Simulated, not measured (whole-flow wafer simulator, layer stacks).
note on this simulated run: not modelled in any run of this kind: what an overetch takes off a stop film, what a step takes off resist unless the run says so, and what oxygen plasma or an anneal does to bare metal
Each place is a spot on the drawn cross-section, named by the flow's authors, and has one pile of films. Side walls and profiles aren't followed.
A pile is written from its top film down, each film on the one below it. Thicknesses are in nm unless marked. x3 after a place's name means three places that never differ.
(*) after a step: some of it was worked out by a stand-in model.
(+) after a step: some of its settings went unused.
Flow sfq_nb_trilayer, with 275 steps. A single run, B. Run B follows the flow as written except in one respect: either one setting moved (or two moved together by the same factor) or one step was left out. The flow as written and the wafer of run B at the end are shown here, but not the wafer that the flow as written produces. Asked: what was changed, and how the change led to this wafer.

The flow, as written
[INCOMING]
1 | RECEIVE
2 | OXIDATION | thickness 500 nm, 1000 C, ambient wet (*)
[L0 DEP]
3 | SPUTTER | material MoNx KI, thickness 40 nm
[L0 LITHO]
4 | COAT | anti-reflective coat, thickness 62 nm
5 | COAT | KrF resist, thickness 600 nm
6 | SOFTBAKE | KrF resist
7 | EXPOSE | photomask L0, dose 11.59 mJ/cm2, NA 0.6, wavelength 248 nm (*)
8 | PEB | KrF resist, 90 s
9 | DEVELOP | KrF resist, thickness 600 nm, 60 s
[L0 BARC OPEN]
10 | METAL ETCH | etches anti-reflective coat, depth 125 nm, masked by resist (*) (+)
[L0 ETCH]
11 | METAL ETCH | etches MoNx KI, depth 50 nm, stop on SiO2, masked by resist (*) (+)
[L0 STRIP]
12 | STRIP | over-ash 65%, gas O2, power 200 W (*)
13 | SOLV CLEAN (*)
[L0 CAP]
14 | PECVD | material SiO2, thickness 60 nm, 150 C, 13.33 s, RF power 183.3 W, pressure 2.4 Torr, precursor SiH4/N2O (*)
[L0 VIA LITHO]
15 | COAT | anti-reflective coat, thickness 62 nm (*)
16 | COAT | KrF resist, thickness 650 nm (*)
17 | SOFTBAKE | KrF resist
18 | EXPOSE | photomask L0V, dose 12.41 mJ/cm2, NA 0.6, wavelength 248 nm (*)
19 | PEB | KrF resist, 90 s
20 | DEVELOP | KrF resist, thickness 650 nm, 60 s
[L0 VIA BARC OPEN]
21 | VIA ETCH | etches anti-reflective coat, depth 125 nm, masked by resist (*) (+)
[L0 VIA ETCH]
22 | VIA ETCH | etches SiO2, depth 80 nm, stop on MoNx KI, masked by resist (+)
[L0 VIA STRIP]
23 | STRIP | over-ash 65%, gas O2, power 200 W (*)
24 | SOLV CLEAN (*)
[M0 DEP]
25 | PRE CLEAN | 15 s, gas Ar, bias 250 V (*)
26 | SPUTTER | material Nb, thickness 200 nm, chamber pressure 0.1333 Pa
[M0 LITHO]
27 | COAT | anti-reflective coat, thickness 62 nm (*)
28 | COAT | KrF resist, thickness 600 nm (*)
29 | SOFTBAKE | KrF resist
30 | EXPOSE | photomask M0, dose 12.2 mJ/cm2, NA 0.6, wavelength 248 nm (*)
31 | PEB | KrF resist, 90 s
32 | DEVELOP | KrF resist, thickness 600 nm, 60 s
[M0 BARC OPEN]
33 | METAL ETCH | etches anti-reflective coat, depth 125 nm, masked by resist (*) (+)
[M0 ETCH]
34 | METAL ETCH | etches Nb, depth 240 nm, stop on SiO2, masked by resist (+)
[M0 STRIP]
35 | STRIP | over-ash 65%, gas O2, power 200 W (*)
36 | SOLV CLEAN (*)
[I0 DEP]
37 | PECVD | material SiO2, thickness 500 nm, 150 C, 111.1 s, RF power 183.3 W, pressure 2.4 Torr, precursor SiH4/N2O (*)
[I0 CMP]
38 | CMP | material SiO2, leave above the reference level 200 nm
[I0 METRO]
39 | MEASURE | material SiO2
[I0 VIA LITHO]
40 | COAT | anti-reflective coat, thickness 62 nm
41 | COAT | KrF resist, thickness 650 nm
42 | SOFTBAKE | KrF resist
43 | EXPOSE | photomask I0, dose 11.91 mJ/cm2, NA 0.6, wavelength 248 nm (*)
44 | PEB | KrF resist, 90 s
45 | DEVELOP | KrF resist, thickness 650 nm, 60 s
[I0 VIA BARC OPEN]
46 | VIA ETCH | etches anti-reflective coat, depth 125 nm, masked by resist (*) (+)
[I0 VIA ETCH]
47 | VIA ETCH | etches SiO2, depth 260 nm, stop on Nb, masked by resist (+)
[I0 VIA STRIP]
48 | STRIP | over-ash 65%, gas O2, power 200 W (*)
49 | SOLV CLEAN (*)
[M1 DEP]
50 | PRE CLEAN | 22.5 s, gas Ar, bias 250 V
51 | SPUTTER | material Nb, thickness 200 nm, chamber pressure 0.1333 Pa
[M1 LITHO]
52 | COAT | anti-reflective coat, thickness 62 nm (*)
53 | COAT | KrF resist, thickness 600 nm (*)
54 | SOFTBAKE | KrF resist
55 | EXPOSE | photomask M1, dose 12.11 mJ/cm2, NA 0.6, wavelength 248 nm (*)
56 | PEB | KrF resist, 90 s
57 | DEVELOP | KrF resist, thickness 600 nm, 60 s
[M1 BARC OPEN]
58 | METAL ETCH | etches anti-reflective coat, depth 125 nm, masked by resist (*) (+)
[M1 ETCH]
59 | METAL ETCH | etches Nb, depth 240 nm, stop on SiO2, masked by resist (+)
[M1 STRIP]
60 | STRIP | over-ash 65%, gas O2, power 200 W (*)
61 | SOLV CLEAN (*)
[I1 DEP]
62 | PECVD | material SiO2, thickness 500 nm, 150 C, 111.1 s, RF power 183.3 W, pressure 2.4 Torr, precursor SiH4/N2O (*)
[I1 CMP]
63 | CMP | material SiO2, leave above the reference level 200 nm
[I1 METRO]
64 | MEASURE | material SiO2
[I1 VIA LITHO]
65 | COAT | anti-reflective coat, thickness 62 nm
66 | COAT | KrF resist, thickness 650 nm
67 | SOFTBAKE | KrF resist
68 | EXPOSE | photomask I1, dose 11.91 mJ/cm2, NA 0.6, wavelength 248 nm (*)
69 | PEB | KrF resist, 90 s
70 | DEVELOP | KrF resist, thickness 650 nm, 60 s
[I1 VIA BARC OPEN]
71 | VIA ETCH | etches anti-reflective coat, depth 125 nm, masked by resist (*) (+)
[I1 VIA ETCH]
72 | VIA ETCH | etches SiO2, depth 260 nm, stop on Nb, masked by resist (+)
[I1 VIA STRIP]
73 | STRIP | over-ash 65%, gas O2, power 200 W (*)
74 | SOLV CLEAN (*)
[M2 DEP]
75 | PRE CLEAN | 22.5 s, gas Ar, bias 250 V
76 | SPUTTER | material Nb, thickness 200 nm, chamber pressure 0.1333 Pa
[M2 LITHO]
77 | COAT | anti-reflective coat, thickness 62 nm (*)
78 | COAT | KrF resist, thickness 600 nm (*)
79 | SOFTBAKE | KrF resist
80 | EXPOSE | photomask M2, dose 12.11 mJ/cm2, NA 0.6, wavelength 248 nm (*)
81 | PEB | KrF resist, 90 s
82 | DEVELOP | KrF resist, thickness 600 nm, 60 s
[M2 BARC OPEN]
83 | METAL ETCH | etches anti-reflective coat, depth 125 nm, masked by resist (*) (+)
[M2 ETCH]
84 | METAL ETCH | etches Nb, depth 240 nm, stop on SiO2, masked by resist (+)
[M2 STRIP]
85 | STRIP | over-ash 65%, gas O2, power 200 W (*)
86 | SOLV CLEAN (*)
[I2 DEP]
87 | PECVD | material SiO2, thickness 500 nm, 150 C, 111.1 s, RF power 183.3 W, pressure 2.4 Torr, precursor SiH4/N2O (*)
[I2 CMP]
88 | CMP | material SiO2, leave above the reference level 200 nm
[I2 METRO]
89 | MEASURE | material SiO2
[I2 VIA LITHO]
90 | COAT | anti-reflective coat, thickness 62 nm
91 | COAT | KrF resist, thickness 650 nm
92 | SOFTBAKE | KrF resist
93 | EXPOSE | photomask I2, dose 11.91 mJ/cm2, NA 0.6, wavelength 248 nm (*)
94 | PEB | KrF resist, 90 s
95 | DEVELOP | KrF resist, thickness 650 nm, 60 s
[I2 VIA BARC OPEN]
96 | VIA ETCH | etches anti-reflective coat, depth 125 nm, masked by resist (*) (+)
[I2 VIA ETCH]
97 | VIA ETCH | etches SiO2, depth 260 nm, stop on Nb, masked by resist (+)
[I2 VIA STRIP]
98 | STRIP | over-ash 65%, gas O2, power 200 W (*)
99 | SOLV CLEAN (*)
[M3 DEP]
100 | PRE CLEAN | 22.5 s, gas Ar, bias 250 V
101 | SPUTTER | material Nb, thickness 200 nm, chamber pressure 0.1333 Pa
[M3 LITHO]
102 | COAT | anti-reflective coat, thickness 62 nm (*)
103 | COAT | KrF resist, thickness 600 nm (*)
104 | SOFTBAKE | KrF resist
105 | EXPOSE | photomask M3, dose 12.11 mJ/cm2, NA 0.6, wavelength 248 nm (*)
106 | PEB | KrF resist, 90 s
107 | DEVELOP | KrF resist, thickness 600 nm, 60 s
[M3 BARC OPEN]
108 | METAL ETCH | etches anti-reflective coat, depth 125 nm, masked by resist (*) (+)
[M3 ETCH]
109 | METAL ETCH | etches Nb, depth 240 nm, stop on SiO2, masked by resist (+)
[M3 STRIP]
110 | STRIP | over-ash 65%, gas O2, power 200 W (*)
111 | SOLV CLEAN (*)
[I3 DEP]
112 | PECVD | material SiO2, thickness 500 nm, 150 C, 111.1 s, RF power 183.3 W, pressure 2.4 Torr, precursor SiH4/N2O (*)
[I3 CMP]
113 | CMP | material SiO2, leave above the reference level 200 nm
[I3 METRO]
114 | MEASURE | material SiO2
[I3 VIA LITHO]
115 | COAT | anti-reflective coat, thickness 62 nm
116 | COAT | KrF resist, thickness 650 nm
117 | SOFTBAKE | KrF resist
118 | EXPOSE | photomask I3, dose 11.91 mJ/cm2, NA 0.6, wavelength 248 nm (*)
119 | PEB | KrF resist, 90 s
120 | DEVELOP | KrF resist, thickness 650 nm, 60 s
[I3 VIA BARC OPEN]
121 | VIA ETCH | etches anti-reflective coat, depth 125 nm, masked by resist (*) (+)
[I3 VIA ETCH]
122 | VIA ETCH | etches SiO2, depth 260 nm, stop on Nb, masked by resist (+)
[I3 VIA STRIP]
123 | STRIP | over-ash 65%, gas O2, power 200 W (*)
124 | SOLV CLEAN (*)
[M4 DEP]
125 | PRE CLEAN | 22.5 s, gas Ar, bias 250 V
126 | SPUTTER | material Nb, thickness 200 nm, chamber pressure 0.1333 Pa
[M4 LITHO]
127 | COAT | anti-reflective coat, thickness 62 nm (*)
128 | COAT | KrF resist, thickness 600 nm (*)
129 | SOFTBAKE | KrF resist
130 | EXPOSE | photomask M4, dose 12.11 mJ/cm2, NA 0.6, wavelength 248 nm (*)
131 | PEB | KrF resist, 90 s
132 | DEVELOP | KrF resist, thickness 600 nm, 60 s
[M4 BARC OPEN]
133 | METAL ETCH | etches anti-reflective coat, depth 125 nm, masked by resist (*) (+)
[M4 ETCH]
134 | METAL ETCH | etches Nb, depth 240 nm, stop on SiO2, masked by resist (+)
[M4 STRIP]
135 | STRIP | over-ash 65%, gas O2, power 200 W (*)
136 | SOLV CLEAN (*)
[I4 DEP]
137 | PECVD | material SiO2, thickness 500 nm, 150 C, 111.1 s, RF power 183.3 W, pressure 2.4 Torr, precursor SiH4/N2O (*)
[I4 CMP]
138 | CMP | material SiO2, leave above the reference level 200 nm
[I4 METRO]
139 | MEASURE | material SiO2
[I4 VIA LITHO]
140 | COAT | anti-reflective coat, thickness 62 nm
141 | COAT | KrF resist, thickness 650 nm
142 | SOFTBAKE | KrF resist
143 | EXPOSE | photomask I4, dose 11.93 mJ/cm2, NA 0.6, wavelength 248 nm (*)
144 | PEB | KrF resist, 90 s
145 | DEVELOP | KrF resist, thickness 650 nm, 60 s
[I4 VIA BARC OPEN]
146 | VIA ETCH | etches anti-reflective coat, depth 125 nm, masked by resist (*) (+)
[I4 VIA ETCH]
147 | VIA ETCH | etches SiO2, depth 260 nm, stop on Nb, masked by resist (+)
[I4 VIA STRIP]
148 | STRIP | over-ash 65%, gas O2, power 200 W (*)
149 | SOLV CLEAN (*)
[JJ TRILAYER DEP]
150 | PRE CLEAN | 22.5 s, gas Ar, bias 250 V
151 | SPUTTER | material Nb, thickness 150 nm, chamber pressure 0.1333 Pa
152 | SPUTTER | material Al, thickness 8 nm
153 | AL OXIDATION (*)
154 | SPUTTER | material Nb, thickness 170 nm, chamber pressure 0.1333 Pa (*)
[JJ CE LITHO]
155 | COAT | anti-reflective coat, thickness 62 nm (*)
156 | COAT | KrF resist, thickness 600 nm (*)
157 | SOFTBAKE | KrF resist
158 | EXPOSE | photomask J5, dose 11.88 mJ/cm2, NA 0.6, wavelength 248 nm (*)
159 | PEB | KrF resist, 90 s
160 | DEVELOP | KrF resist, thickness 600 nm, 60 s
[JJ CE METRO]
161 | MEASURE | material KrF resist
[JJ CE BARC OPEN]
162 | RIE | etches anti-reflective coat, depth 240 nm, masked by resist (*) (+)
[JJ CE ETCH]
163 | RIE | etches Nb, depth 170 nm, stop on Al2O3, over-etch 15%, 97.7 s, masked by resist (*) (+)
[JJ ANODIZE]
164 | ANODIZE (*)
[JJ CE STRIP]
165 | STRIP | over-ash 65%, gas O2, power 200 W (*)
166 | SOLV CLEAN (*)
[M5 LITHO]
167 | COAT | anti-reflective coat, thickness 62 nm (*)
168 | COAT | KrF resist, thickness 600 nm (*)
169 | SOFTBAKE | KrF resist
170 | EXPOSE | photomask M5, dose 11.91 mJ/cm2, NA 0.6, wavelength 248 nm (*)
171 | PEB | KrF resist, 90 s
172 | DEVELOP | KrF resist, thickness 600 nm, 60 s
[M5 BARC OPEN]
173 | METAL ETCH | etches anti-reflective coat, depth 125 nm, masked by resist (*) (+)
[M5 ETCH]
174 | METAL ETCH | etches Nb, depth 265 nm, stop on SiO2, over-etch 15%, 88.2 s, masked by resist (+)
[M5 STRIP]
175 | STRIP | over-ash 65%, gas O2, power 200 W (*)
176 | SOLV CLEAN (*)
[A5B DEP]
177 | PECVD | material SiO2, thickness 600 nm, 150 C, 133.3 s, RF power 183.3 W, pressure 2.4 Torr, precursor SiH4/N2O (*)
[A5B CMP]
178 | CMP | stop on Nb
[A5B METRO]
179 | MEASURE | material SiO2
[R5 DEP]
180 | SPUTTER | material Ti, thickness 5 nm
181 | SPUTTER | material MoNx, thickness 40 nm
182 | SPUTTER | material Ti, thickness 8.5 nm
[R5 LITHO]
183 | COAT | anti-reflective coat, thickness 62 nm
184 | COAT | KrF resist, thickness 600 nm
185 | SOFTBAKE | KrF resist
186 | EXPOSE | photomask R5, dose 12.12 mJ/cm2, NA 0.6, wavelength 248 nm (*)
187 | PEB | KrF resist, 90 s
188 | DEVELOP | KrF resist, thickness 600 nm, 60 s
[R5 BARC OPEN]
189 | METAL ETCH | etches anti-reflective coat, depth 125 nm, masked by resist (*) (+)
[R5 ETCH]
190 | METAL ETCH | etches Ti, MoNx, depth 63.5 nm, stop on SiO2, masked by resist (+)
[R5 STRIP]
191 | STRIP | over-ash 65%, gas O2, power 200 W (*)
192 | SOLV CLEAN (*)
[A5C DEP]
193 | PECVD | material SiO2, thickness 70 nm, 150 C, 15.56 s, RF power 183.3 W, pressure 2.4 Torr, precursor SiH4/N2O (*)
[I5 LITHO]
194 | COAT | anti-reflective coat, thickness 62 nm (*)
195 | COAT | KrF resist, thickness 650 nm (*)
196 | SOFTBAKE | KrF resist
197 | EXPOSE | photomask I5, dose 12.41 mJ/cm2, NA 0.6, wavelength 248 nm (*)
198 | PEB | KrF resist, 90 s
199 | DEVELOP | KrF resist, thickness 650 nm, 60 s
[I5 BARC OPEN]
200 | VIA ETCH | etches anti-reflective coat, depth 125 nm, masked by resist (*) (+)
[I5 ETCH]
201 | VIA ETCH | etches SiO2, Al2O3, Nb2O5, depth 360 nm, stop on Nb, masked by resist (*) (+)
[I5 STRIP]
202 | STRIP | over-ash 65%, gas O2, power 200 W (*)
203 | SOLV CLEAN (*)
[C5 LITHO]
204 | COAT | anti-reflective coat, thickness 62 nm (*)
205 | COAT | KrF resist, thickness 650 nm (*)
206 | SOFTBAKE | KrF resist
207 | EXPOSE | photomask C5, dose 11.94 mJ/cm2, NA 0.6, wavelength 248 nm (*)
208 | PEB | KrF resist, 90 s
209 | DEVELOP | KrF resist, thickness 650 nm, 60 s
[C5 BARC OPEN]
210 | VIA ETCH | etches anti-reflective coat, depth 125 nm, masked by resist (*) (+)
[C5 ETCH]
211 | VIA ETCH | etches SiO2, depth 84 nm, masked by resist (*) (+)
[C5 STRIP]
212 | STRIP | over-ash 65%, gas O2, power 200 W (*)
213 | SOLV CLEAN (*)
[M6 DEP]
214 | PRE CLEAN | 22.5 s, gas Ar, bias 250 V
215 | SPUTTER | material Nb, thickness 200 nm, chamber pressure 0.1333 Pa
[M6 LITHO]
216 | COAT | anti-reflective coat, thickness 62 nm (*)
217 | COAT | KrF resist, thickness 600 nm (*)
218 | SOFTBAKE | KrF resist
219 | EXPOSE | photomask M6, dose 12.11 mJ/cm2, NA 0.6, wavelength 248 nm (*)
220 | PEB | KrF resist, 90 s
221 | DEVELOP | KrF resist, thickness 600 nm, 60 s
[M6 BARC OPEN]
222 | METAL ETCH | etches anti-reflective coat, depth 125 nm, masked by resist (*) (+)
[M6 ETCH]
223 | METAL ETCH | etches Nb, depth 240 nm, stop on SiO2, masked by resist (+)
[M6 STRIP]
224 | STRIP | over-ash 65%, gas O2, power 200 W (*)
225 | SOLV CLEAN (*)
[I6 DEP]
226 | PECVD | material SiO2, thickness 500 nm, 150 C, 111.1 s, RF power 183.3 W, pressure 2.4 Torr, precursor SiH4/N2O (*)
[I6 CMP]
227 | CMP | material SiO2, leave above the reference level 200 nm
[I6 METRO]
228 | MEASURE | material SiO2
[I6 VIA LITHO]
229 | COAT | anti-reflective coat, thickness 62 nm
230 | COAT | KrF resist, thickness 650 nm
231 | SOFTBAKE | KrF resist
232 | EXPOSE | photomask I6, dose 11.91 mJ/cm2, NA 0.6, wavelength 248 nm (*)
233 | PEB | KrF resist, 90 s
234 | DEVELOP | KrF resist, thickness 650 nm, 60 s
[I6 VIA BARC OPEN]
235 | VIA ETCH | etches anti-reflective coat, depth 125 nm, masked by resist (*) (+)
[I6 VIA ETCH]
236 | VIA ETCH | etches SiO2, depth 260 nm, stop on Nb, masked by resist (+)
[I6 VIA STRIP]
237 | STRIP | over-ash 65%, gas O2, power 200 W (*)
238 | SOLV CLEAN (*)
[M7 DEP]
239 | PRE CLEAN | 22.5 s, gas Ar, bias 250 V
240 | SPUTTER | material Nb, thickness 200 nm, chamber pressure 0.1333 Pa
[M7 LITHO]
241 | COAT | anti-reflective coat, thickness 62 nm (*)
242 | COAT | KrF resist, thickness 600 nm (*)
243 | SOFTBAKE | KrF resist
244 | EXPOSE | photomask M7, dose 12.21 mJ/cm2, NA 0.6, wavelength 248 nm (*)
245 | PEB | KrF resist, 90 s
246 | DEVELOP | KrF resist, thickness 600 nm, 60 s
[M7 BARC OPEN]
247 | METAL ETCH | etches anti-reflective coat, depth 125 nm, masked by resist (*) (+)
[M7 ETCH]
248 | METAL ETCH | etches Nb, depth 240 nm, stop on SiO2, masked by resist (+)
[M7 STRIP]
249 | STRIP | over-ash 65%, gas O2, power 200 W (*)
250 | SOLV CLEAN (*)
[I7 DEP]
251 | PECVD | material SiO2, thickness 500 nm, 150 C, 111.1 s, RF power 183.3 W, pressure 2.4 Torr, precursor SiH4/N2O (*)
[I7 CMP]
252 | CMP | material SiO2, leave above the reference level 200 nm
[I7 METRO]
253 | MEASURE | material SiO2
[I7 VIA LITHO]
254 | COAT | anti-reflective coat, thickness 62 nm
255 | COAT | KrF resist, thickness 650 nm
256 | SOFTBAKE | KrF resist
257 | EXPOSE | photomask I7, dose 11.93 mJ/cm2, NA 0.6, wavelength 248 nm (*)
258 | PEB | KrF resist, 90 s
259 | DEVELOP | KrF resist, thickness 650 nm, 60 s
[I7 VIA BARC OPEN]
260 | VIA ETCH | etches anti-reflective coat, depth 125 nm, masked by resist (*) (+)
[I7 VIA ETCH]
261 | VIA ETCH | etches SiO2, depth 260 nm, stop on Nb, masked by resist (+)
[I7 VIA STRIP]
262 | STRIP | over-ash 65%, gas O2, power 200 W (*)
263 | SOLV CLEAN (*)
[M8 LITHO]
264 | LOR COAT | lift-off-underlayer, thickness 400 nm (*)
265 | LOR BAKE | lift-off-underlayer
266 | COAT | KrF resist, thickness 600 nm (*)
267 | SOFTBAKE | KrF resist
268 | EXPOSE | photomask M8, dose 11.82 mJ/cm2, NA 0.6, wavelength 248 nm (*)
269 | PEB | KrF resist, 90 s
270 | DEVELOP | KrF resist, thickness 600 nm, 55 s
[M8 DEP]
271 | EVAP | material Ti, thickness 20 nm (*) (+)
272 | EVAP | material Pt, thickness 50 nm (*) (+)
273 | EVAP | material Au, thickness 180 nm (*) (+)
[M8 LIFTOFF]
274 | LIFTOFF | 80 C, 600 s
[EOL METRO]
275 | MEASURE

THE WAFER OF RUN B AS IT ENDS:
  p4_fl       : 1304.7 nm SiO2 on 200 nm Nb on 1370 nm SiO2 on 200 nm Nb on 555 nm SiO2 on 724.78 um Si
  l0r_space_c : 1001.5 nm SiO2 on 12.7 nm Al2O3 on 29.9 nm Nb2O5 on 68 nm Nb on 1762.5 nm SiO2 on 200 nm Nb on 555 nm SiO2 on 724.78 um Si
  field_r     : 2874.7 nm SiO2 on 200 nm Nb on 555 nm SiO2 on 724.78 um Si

Cause: step 151, SPUTTER: thickness 78.8 nm was run, whereas the flow has thickness 150 nm.

Step by step, how the change led to this:
  151 | SPUTTER | material Nb, thickness 150 nm, chamber pressure 0.1333 Pa
      field_l, v_sur, via_sp and 100 more: Nb gains 78.8 (new film) (in the flow as written it would be: Nb gains 150 (new film))
      via_wl, via_wr: Nb gains 56.3 (in the flow as written it would be: Nb gains 130.4)
      (also at 1 further place)
  154 | SPUTTER | material Nb, thickness 170 nm, chamber pressure 0.1333 Pa (*)
      via_w: Nb gains 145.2 (new film) (in the flow as written it would be: Nb gains 141 (new film))
  155 | COAT | anti-reflective coat, thickness 62 nm (*)
      via_wl, via_wr: anti-reflective coat gains 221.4 (new film) (in the flow as written it would be: anti-reflective coat gains 209.4 (new film))
  162 | RIE | etches anti-reflective coat, depth 240 nm, masked by resist (*) (+)
      ce_l, c5j, ce_r, wl_jj: KrF resist loses 221.4 (in the flow as written it would be: KrF resist loses 209.4)
      via_wl, via_wr: anti-reflective coat loses 221.4 (all of it) (in the flow as written it would be: anti-reflective coat loses 209.4 (all of it))
  163 | RIE | etches Nb, depth 170 nm, stop on Al2O3, over-etch 15%, 97.7 s, masked by resist (*) (+)
      via_w: Nb loses 145.2 (all of it), Al2O3 loses 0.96 (all of it) (in the flow as written it would be: Nb loses 141 (all of it), Al2O3 loses 0.96 (all of it))
  164 | ANODIZE (*)
      via_wl, via_wr: Al2O3 gains 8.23 (new film), Nb2O5 gains 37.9 (new film), Al loses 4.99 (all of it), Nb loses 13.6 (in the flow as written it would be: Al2O3 gains 7.52 (new film), Nb2O5 gains 39.2 (new film), Al loses 4.56 (all of it), Nb loses 14.1)
      via_w: Al2O3 gains 11.2 (new film), Nb2O5 gains 32.6 (new film), Al loses 6.78 (all of it), Nb loses 11.7 (in the flow as written it would be: Al2O3 gains 10.8 (new film), Nb2O5 gains 33.3 (new film), Al loses 6.54 (all of it), Nb loses 12)
  165 | STRIP | over-ash 65%, gas O2, power 200 W (*)
      ce_l: KrF resist loses 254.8 (all of it), anti-reflective coat loses 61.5 (all of it) (in the flow as written it would be: KrF resist loses 266.8 (all of it), anti-reflective coat loses 61.4 (all of it))
      c5j: KrF resist loses 254.9 (all of it), anti-reflective coat loses 61.5 (all of it) (in the flow as written it would be: KrF resist loses 266.9 (all of it), anti-reflective coat loses 61.5 (all of it))
      (also at 2 further places)
  167 | COAT | anti-reflective coat, thickness 62 nm (*)
      via_w: anti-reflective coat gains 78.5 (new film) (in the flow as written it would be: anti-reflective coat gains 84.1 (new film))
      ce_l: anti-reflective coat gains 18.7 (new film) (in the flow as written it would be: anti-reflective coat gains 19.6 (new film))
  174 | METAL ETCH | etches Nb, depth 265 nm, stop on SiO2, over-etch 15%, 88.2 s, masked by resist (+)
      field_l, r_sur, res and 50 more: Al2O3 loses 12.6 (all of it), Nb2O5 loses 29.9 (all of it), Nb loses 68 (all of it), SiO2 loses 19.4 (in the flow as written it would be: Al2O3 loses 12.6 (all of it), Nb2O5 loses 29.9 (all of it), Nb loses 139.2 (all of it), SiO2 loses 12.3)
  175 | STRIP | over-ash 65%, gas O2, power 200 W (*)
      via_w: KrF resist loses 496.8 (all of it), anti-reflective coat loses 78.5 (all of it) (in the flow as written it would be: KrF resist loses 503.5 (all of it), anti-reflective coat loses 84.1 (all of it))
      ce_l: KrF resist loses 300.5 (all of it), anti-reflective coat loses 18.7 (all of it) (in the flow as written it would be: KrF resist loses 299.6 (all of it), anti-reflective coat loses 19.6 (all of it))
  177 | PECVD | material SiO2, thickness 600 nm, 150 C, 133.3 s, RF power 183.3 W, pressure 2.4 Torr, precursor SiH4/N2O (*)
      via_wl, via_wr: SiO2 gains 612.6 (new film) (in the flow as written it would be: SiO2 gains 600 (new film))
  178 | CMP | stop on Nb
      field_l, p4_fl, p4_fm and 39 more: SiO2 loses 323.4 (in the flow as written it would be: SiO2 loses 259.3)
      r_sur, res, r_end, moat, field_r, lsp_l: SiO2 loses 323.4 (in the flow as written it would be: SiO2 loses 252.3)
      (also at 8 further places)
